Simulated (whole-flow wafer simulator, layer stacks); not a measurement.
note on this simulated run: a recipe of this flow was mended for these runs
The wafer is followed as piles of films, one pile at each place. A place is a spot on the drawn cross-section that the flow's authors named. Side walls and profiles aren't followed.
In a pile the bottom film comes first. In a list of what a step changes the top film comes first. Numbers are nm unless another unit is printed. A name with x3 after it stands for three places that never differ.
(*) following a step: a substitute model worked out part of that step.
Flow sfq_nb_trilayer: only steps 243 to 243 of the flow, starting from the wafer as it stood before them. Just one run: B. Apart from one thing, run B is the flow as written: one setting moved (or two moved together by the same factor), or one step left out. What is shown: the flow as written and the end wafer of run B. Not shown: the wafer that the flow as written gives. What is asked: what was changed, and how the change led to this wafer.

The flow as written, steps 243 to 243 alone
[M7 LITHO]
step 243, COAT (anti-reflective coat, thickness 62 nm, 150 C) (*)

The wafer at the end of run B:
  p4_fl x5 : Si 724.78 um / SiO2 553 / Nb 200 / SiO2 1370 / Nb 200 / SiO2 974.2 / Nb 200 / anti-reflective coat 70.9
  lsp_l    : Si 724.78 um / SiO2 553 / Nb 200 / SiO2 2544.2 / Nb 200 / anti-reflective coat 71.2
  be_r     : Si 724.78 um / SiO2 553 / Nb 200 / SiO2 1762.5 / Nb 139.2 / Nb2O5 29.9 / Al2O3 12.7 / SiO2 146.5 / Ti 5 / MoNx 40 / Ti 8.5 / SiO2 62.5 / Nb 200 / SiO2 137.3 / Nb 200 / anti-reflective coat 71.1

What caused this: step 243, COAT: thickness 70.9 nm was run, whereas the flow has thickness 62 nm.
One can read it off the wafer: p4_fl x5 has anti-reflective coat 70.9, and step 243 as written asks for 62 nm.

The path from the change to this, step by step:
  step 243, COAT (anti-reflective coat, thickness 62 nm, 150 C) (*)
      p4_fl x5, p4_w1 x9, p3_s0 x15 and 48 more: anti-reflective coat gains 70.9 (new film) (as written it would have been: anti-reflective coat gains 62 (new film))
      lsp_l, ln_m5, lsp_m, ln_m6, lsp_r, l0_sur, l0v: anti-reflective coat gains 71.2 (new film) (as written it would have been: anti-reflective coat gains 62.3 (new film))
      (also at 22 further places)
